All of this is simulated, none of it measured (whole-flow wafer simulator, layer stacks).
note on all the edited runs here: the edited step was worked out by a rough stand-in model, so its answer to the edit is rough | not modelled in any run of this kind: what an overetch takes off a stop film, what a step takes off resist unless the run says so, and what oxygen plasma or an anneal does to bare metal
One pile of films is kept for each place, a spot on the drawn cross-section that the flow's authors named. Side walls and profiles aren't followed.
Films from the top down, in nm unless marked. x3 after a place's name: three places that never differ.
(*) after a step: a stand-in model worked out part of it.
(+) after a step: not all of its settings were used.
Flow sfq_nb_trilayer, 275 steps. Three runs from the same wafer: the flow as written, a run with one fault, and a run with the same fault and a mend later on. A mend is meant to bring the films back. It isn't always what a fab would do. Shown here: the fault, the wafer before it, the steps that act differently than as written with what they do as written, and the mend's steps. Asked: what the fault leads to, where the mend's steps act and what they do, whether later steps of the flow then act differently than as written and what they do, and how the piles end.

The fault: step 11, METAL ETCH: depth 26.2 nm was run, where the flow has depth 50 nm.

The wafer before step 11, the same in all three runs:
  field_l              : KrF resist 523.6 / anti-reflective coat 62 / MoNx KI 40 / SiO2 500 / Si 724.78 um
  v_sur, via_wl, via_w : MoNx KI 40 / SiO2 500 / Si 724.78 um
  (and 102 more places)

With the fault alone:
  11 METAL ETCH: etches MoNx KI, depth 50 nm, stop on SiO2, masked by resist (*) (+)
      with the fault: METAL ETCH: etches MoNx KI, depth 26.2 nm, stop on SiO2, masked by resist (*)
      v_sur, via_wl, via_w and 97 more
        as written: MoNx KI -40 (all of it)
        with the fault: MoNx KI -26.2
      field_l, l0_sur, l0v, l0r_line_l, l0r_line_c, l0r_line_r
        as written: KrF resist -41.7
        with the fault: KrF resist -21.8
  Later steps of the flow that act differently than as written (8 more steps differ only slightly, by at most 2% or 0.5 nm, whichever is larger, and aren't shown):
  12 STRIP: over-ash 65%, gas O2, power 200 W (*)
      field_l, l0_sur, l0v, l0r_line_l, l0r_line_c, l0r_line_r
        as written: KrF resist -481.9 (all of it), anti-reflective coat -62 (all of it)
        with the fault: KrF resist -501.7 (all of it), anti-reflective coat -62 (all of it)
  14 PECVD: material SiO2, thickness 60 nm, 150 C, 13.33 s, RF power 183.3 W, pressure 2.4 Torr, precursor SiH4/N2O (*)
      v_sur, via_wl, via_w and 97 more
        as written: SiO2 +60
        with the fault: SiO2 +60 (new film)
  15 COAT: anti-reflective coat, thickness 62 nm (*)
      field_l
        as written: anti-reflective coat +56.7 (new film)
        with the fault: anti-reflective coat +58.3 (new film)
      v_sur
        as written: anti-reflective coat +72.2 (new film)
        with the fault: anti-reflective coat +68.8 (new film)
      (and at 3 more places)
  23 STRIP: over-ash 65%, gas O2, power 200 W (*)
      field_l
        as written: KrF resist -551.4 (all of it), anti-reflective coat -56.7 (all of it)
        with the fault: KrF resist -554.4 (all of it), anti-reflective coat -58.3 (all of it)
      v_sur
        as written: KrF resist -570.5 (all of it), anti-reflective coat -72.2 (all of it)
        with the fault: KrF resist -566.5 (all of it), anti-reflective coat -68.8 (all of it)
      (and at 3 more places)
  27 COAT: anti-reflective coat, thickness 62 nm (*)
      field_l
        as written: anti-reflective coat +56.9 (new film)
        with the fault: anti-reflective coat +58.5 (new film)
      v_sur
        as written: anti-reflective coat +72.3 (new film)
        with the fault: anti-reflective coat +68.7 (new film)
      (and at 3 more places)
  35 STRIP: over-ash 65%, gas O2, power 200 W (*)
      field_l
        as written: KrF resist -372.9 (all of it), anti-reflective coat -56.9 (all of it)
        with the fault: KrF resist -376.2 (all of it), anti-reflective coat -58.5 (all of it)
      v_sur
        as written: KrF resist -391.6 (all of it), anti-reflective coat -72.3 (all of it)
        with the fault: KrF resist -388.3 (all of it), anti-reflective coat -68.7 (all of it)
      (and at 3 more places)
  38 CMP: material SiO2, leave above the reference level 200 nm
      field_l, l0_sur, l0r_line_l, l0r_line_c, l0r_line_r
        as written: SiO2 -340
        with the fault: SiO2 -326.2
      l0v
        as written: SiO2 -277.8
        with the fault: SiO2 -264
  At the end the piles differ from the flow's by more than 2% or 0.5 nm, whichever is larger, at v_sur, via_wl, via_w and 97 more.
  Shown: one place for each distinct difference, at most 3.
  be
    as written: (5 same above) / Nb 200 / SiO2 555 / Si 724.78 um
    with the fault: (5 same above) / Nb 200 / SiO2 55 / MoNx KI 13.8 / SiO2 500 / Si 724.78 um
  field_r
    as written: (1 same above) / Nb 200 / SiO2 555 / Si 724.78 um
    with the fault: (1 same above) / Nb 200 / SiO2 55 / MoNx KI 13.8 / SiO2 500 / Si 724.78 um
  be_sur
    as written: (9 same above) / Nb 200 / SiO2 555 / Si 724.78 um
    with the fault: (9 same above) / Nb 200 / SiO2 55 / MoNx KI 13.8 / SiO2 500 / Si 724.78 um

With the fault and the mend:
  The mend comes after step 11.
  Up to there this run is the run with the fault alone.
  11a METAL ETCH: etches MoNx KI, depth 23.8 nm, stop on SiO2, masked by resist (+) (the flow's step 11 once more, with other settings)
      v_sur, via_wl, via_w and 97 more
        MoNx KI -13.8 (all of it)
      field_l, l0_sur, l0v, l0r_line_l, l0r_line_c, l0r_line_r
        KrF resist -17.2
  No later step of the flow acts differently than as written, at any place that is followed, by more than 2% or 0.5 nm, whichever is larger.
  At the end the piles are the same as the flow's at every place that both follow.
